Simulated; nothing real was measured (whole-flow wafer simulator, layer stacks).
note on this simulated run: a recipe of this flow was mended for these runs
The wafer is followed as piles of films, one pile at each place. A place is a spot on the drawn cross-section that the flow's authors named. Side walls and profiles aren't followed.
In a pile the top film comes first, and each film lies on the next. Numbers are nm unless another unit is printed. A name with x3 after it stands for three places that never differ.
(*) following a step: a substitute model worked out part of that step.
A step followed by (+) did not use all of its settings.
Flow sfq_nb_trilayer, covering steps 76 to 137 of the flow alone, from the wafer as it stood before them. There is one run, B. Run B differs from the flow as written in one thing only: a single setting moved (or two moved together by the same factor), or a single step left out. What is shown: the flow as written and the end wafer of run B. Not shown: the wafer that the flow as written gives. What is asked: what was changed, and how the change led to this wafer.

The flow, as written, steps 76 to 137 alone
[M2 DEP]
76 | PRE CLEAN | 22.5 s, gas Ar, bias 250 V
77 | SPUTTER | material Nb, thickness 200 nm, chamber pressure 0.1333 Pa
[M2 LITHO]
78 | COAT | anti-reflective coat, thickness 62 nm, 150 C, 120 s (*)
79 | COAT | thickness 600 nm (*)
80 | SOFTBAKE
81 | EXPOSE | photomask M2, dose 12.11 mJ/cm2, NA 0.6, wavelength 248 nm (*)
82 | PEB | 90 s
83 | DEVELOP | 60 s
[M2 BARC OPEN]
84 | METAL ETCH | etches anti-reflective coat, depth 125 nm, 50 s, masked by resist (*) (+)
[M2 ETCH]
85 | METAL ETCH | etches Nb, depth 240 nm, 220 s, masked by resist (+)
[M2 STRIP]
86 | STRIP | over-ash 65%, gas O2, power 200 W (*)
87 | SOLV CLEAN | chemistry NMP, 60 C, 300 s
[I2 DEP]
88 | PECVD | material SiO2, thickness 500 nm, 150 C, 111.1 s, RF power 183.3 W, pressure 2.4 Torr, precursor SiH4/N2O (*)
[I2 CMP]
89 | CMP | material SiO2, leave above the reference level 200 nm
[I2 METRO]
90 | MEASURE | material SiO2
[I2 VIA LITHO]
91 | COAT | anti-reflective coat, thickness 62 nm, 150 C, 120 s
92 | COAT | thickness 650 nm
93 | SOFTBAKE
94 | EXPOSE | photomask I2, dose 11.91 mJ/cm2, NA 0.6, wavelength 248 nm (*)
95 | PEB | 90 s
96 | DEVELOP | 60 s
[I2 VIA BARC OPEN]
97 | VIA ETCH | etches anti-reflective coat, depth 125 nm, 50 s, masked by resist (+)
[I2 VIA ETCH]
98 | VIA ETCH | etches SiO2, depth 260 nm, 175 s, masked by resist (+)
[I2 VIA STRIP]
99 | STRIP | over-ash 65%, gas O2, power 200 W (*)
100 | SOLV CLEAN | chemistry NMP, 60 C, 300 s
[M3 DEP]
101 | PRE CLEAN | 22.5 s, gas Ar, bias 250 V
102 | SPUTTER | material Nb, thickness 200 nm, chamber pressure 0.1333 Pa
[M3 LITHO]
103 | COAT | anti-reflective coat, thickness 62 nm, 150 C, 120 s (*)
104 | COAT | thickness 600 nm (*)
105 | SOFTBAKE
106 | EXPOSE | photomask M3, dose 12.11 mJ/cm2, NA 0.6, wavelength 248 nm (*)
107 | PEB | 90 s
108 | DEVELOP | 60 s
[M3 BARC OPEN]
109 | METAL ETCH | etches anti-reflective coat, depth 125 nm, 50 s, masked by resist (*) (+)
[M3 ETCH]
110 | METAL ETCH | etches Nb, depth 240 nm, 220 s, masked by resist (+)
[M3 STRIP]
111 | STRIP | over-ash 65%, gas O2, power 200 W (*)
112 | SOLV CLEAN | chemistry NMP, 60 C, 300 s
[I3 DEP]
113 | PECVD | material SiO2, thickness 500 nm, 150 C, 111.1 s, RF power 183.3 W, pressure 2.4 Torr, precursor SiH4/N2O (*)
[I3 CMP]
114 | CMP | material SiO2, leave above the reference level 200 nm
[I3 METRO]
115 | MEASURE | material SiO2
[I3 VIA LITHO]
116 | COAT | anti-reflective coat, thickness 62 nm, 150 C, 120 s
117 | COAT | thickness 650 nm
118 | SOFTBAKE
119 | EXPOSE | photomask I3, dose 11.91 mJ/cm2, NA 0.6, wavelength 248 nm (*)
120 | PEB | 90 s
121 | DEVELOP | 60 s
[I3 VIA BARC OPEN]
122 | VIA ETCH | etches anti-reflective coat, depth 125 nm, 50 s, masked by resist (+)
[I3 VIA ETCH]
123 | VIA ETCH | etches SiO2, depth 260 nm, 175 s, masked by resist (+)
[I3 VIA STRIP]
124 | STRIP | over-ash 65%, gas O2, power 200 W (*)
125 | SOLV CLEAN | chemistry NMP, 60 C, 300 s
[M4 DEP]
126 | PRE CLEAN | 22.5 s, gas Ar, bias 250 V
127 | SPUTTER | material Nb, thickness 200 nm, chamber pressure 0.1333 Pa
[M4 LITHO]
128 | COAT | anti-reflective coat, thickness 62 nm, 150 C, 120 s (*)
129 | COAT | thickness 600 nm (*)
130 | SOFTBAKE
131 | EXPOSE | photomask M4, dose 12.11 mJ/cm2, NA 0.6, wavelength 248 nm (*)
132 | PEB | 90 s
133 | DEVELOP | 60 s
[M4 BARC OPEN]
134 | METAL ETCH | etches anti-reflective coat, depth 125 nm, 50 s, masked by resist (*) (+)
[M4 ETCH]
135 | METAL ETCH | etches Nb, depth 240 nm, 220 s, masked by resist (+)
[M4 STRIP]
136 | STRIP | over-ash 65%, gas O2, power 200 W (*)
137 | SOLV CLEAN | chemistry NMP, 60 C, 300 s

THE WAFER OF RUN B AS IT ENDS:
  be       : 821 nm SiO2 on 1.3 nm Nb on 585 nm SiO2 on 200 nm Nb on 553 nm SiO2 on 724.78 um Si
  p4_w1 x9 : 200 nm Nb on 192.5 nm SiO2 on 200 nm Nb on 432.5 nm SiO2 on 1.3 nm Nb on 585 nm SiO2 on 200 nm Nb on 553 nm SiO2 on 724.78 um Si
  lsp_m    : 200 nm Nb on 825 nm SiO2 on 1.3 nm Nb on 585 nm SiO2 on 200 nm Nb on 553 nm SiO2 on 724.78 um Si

What caused this: step 77, SPUTTER: thickness 241.3 nm was run, while the flow as written has thickness 200 nm.

How this came from the change, step by step:
  77 | SPUTTER | material Nb, thickness 200 nm, chamber pressure 0.1333 Pa
      field_l, v_sur, via_wl and 102 more: Nb gains 241.3 (new film) (in the flow as written it would be: Nb gains 200 (new film))
      via_v: Nb gains 208.8 (in the flow as written it would be: Nb gains 172.8)
  78 | COAT | anti-reflective coat, thickness 62 nm, 150 C, 120 s (*)
      wire: anti-reflective coat gains 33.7 (new film) (in the flow as written it would be: anti-reflective coat gains 34.6 (new film))
  85 | METAL ETCH | etches Nb, depth 240 nm, 220 s, masked by resist (+)
      field_l, be, be_sur and 81 more: Nb loses 240 (in the flow as written it would be: Nb loses 200 (all of it), SiO2 loses 4)
  86 | STRIP | over-ash 65%, gas O2, power 200 W (*)
      wire: KrF-resist-other-grade loses 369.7 (all of it), anti-reflective coat loses 33.7 (all of it) (in the flow as written it would be: KrF-resist-other-grade loses 369.7 (all of it), anti-reflective coat loses 34.6 (all of it))
  88 | PECVD | material SiO2, thickness 500 nm, 150 C, 111.1 s, RF power 183.3 W, pressure 2.4 Torr, precursor SiH4/N2O (*)
      field_l, be, be_sur and 81 more: SiO2 gains 500 (new film) (in the flow as written it would be: SiO2 gains 500)
      via_v: SiO2 gains 593.6 (new film) (in the flow as written it would be: SiO2 gains 612.8 (new film))
  89 | CMP | material SiO2, leave above the reference level 200 nm
      field_l, be, be_sur and 81 more: SiO2 loses 60 (in the flow as written it would be: SiO2 loses 96)
      via_v: SiO2 loses 157.1 (in the flow as written it would be: SiO2 loses 181.6)
If metal films that touch count as one body, be has 2 bodies (between them, from the top down: SiO2 585); the flow as written gives 1 body.
If metal films that touch count as one body, p4_w1 x9 has 4 bodies (between them, from the top down: SiO2 192.5; SiO2 432.5; SiO2 585); the flow as written gives 3 bodies (between them, from the top down: SiO2 192.5; SiO2 977.5).
If metal films that touch count as one body, lsp_m has 3 bodies (between them, from the top down: SiO2 825; SiO2 585); the flow as written gives 2 bodies (between them, from the top down: SiO2 1370).
